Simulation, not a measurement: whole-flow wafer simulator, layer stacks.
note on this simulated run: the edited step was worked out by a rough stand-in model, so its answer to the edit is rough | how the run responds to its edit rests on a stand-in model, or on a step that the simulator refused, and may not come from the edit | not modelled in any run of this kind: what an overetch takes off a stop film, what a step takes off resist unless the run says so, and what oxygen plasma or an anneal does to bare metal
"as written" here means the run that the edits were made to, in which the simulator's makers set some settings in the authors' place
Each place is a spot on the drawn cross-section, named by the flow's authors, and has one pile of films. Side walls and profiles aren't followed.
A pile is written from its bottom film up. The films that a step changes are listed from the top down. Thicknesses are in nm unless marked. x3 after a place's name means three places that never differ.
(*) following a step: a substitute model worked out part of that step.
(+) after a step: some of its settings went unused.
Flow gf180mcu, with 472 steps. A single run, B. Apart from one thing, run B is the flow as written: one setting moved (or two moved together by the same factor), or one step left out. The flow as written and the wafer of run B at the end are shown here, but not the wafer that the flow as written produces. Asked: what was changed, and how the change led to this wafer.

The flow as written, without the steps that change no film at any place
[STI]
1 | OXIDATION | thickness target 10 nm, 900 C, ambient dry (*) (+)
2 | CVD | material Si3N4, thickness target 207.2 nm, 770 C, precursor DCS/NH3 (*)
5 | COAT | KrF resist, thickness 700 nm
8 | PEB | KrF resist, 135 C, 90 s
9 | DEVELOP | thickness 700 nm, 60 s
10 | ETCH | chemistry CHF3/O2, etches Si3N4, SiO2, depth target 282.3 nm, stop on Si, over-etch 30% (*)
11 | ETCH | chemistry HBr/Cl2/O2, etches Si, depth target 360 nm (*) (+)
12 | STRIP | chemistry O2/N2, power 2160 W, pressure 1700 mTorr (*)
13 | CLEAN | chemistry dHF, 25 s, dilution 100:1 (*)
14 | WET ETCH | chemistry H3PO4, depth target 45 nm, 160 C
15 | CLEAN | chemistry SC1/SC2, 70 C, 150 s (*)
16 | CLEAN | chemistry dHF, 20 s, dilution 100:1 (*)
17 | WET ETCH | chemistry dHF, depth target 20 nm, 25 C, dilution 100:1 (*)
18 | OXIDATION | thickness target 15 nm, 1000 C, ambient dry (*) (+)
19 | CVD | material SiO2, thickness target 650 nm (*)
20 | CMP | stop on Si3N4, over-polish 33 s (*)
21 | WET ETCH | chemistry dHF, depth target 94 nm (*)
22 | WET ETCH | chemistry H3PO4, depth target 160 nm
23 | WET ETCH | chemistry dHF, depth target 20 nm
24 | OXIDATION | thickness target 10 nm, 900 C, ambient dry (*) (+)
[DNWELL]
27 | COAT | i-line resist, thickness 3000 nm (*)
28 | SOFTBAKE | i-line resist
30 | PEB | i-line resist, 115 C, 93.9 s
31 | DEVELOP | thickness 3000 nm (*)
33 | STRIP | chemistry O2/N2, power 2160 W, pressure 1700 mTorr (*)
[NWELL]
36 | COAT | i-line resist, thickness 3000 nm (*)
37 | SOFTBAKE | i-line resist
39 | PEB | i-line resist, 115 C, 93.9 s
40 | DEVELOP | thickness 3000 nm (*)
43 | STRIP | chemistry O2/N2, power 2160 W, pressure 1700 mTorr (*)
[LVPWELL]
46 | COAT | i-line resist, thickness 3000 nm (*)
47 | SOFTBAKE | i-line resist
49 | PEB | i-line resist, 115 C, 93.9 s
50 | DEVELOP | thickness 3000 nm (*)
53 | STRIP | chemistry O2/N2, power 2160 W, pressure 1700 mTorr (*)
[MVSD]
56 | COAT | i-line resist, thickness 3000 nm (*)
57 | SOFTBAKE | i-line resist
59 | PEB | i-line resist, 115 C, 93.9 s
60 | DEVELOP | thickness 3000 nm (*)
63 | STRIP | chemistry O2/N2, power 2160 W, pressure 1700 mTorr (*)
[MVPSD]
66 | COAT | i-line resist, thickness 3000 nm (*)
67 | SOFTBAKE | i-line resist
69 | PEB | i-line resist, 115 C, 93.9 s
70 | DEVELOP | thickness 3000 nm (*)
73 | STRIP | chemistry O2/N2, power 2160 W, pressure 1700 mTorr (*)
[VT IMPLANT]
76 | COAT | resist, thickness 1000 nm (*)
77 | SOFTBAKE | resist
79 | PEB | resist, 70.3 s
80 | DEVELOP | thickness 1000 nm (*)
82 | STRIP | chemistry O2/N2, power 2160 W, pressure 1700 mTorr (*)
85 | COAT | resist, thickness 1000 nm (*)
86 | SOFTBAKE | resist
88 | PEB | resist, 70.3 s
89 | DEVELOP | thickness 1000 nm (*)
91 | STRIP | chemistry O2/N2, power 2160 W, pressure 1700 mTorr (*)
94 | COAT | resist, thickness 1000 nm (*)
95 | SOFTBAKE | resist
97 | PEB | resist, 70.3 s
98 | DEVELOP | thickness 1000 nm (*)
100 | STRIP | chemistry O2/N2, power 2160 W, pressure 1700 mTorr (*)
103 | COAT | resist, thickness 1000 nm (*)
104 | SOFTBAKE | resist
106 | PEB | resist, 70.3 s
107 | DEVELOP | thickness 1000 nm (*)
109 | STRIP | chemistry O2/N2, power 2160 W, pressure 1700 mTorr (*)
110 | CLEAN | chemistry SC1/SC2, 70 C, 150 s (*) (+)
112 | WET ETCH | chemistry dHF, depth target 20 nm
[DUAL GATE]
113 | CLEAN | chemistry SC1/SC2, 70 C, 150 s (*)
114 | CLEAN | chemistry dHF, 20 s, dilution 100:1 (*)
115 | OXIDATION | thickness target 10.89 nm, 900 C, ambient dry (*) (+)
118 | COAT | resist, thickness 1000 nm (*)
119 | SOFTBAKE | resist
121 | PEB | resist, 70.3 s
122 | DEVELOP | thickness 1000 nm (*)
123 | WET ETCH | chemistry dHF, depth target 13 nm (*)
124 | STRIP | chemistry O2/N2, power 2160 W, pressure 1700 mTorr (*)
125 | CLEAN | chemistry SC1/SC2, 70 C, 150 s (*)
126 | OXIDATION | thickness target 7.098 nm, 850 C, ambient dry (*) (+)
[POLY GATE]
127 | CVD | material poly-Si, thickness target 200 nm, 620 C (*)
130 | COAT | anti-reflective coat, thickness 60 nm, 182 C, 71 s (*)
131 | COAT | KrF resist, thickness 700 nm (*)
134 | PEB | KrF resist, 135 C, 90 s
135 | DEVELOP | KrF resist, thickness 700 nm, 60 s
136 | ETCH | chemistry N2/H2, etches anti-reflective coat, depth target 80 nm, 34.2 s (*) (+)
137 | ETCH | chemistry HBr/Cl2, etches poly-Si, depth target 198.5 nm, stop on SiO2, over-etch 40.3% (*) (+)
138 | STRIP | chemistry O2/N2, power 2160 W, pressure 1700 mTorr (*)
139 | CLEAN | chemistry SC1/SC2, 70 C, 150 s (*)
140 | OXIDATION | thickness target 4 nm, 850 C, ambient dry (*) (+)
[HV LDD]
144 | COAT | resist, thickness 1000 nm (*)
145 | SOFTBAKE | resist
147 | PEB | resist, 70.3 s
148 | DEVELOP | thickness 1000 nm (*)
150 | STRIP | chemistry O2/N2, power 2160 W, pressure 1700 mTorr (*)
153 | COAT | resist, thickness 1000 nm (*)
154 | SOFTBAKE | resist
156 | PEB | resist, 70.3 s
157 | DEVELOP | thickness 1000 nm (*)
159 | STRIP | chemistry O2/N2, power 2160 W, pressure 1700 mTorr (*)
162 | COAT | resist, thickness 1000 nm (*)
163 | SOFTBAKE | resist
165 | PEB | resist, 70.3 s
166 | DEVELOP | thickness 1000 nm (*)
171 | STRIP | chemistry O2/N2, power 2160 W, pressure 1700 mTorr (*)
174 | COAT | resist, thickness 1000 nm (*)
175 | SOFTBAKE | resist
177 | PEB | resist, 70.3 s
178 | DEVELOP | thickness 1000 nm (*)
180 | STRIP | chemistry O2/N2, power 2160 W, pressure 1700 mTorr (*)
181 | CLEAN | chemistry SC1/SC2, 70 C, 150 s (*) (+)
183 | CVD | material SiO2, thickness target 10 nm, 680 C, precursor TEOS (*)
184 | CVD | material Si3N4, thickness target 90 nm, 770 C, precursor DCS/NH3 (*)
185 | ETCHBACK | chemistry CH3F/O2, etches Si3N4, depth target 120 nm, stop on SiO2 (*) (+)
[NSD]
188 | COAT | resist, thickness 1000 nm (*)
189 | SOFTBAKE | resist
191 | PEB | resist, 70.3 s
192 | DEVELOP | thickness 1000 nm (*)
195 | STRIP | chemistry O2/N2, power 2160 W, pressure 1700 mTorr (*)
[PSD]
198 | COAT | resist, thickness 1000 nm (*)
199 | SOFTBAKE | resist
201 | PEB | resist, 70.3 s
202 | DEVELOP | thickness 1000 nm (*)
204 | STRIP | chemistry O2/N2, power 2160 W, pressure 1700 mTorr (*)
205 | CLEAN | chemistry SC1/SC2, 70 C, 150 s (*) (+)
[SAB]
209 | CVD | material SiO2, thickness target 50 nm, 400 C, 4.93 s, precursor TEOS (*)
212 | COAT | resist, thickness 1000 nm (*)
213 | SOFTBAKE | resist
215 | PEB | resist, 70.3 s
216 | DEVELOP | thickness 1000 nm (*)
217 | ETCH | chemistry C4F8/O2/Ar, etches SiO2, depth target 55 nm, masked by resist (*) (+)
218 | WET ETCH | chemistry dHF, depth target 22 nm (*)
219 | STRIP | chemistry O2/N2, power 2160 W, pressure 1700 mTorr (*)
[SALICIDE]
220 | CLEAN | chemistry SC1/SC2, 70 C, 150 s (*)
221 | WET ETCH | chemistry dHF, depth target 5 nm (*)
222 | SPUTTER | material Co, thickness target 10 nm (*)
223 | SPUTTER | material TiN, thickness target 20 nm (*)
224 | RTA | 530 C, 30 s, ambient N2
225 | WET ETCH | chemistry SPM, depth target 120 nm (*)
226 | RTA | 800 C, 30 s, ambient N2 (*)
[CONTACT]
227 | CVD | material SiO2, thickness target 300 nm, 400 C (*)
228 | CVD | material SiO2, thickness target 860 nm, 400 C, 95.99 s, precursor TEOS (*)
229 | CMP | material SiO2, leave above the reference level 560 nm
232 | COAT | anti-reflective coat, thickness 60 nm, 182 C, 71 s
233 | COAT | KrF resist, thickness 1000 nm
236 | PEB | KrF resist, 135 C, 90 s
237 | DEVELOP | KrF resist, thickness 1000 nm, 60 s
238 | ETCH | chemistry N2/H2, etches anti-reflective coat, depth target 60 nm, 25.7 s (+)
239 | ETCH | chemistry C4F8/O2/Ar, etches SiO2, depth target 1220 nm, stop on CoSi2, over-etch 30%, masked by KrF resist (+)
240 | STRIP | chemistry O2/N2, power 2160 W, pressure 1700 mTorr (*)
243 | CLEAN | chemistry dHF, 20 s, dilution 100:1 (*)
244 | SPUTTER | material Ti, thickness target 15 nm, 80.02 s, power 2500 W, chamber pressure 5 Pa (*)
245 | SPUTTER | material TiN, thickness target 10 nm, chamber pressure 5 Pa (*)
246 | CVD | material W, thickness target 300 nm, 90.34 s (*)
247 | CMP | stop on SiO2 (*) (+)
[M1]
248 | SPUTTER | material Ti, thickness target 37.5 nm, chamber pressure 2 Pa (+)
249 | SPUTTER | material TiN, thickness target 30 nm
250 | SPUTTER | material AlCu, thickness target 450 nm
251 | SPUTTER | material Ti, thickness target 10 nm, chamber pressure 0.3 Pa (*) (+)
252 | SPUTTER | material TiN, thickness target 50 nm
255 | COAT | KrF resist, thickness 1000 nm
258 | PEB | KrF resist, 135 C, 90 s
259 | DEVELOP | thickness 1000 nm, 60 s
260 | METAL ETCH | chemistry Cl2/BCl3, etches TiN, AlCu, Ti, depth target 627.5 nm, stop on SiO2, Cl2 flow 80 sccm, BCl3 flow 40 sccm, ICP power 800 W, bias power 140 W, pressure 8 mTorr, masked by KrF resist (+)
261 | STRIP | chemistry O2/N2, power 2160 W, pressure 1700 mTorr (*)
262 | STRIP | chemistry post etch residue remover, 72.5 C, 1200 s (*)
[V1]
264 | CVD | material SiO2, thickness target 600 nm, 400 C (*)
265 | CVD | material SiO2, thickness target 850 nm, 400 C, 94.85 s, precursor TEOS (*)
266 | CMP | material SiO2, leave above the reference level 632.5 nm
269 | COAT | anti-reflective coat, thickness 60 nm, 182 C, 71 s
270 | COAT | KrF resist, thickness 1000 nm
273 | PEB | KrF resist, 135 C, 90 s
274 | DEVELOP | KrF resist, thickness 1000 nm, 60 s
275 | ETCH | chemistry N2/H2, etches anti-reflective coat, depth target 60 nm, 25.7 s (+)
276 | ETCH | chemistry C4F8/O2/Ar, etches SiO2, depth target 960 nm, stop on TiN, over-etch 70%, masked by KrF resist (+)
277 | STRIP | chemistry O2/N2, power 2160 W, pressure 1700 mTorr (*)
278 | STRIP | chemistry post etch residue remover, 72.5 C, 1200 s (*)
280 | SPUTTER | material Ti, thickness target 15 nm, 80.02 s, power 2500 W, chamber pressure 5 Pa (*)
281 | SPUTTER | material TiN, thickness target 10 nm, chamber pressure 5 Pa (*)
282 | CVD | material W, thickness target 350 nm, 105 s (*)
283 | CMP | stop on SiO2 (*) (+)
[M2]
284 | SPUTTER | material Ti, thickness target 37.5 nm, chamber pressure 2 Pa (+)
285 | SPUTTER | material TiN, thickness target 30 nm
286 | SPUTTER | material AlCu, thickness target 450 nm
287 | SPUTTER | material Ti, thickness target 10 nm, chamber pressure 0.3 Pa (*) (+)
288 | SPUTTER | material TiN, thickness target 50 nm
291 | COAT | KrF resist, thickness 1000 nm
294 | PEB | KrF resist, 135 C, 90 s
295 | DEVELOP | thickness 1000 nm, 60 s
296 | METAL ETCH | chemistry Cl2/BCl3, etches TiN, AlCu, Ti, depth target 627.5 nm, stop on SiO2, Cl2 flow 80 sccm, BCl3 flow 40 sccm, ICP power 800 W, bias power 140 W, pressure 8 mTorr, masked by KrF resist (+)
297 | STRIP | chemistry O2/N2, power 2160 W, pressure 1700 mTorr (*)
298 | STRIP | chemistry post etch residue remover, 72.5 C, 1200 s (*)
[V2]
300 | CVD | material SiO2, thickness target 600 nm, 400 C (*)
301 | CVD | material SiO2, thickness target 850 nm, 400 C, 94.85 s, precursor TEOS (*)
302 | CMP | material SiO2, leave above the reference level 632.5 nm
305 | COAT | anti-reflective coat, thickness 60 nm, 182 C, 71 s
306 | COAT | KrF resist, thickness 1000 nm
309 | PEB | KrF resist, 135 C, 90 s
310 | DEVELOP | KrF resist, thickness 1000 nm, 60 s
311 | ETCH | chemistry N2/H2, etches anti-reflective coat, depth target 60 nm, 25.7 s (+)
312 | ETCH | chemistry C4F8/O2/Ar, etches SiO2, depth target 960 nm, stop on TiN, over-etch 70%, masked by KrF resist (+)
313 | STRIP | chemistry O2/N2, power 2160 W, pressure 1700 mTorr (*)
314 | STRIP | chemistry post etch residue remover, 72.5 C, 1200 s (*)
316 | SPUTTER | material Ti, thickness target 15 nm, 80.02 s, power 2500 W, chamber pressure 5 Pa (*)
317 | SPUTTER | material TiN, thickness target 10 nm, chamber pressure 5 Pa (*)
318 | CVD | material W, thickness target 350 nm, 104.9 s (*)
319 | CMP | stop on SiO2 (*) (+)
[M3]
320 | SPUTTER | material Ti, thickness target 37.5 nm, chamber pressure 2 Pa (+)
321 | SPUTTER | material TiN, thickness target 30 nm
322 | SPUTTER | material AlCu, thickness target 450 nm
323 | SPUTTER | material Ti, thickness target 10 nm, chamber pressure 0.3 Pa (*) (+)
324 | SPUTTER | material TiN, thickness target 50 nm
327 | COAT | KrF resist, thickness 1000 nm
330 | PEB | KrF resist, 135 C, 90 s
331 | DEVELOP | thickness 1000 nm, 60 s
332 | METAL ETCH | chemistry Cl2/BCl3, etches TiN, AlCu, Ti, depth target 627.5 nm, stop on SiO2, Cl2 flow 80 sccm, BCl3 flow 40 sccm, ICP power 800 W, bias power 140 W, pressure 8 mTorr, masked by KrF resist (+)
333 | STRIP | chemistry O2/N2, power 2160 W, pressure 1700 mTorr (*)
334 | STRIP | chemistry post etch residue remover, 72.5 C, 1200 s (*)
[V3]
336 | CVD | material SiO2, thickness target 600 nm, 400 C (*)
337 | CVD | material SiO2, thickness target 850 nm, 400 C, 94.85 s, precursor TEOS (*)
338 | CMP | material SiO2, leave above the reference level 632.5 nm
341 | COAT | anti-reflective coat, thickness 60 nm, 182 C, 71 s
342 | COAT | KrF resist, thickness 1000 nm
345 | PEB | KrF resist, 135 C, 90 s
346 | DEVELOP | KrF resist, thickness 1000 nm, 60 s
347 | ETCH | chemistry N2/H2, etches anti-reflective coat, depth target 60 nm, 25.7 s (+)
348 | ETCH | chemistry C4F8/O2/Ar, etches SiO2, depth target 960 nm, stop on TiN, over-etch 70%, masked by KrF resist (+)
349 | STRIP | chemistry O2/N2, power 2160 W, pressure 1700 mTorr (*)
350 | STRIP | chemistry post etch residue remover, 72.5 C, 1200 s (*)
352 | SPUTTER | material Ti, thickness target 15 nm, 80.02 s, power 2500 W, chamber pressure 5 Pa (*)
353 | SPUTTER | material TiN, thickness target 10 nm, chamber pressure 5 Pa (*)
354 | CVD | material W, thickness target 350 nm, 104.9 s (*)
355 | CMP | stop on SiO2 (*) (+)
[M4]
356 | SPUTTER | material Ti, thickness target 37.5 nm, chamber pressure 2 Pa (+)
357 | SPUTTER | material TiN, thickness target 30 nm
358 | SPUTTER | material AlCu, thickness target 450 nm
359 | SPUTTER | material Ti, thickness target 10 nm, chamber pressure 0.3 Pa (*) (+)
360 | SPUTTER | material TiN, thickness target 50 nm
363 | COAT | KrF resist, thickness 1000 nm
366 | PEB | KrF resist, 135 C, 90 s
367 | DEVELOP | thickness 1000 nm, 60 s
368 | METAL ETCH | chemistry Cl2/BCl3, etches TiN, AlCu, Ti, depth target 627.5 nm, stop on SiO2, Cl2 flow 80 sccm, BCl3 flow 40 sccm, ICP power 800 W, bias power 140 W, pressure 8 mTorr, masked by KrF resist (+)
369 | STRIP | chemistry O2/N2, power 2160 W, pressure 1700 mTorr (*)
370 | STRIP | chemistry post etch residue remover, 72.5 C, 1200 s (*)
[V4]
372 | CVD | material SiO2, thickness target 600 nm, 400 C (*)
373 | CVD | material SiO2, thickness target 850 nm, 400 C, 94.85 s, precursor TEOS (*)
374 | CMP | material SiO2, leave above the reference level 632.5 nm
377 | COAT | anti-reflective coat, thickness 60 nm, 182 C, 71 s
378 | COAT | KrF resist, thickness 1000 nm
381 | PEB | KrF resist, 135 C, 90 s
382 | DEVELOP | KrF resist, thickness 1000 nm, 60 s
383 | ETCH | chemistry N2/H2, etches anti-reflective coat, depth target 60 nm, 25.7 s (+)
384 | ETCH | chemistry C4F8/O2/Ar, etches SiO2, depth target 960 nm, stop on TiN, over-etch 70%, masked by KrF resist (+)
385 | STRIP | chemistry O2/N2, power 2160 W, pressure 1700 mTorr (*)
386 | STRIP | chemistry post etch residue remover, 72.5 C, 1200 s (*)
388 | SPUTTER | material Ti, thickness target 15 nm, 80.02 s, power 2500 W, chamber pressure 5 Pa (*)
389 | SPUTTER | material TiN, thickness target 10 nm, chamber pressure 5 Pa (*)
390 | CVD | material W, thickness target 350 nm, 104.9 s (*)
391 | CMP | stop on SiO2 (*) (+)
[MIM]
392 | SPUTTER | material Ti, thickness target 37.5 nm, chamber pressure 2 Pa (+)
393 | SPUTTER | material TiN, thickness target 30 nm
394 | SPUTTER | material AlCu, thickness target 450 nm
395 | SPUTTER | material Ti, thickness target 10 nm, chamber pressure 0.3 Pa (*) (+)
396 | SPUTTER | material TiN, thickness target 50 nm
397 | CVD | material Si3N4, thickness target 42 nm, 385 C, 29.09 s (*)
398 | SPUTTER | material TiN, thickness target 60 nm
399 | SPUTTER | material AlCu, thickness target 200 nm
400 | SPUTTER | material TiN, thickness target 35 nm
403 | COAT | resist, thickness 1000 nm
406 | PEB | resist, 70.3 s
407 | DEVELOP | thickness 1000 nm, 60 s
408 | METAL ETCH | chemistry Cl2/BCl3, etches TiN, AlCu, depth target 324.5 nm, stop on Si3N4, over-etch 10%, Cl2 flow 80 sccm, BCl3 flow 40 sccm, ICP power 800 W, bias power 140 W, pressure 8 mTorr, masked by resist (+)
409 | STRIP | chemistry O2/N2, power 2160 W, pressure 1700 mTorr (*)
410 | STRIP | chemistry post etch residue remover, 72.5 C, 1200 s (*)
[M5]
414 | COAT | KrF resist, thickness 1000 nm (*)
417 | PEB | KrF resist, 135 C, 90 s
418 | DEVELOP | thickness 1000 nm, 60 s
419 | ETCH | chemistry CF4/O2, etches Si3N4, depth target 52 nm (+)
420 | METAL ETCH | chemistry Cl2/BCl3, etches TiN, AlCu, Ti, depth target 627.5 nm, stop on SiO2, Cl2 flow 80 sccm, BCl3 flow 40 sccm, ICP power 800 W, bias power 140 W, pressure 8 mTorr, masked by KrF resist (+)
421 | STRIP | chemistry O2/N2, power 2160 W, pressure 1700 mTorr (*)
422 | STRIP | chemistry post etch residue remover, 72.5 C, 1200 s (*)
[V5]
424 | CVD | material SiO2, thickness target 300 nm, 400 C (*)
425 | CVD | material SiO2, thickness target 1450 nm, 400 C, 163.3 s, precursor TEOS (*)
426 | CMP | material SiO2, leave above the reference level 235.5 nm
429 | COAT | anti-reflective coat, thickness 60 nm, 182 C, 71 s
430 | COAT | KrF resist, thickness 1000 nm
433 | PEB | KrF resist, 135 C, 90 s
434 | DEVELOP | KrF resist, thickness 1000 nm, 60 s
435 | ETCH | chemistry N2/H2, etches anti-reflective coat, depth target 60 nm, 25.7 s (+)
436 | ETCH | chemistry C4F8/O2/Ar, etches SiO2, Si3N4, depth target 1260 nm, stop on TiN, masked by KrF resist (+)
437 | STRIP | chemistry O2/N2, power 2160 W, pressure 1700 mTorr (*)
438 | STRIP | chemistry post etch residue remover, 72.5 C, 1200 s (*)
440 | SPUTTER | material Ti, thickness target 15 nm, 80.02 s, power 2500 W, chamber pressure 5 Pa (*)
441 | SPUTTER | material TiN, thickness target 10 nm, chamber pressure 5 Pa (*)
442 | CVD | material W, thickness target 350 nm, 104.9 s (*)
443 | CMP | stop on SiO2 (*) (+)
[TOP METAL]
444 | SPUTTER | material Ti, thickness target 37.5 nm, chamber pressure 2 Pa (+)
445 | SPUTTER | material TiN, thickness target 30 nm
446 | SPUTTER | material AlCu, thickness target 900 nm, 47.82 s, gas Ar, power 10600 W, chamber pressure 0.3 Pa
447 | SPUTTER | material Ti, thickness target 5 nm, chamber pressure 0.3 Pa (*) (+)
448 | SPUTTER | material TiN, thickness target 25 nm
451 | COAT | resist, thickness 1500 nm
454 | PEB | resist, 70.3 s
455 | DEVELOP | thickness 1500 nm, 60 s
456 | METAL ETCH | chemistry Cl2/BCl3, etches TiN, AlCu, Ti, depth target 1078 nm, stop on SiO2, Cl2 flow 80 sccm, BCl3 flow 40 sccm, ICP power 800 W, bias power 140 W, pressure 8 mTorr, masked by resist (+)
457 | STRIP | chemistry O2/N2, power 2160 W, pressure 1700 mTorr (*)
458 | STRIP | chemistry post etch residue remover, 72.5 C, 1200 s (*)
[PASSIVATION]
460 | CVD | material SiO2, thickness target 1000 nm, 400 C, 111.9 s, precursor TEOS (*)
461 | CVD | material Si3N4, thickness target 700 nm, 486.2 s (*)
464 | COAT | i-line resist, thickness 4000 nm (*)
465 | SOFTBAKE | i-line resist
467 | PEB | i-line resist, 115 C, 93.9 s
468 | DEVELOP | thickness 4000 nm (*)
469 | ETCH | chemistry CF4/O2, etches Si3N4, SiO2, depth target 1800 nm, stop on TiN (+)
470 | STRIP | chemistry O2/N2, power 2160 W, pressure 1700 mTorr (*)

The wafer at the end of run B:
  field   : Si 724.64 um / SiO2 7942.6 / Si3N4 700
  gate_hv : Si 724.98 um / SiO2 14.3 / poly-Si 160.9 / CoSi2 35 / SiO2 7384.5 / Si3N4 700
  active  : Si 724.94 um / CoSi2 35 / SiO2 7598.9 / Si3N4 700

Cause: step 460, CVD: thickness target 710 nm was run, while the flow as written has thickness target 1000 nm; step 460, CVD: 79.48 s was run, where the flow has 111.9 s.

Step by step, how the change led to this:
  460 | CVD | material SiO2, thickness target 1000 nm, 400 C, 111.9 s, precursor TEOS (*)
      field, field__w1, field__w2 and 103 more: SiO2 gains 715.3 (in the flow as written it would be: SiO2 gains 1000)
      field__w8, contact, m1, m1__w1, pad, m1_nw: SiO2 gains 715.3 (new film) (in the flow as written it would be: SiO2 gains 1000 (new film))
  465 | SOFTBAKE | i-line resist
      gate: i-line resist loses 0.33 (in the flow as written it would be: i-line resist gains 1.79)
      ld_acc_p, ld_fp_p, ld_drift_p: i-line resist gains 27 (in the flow as written it would be: i-line resist gains 33.8)
      (as well as at 57 more places)
  469 | ETCH | chemistry CF4/O2, etches Si3N4, SiO2, depth target 1800 nm, stop on TiN (+)
      pad: Si3N4 loses 700 (all of it), SiO2 loses 715.3 (all of it) (in the flow as written it would be: Si3N4 loses 700 (all of it), SiO2 loses 1000 (all of it))
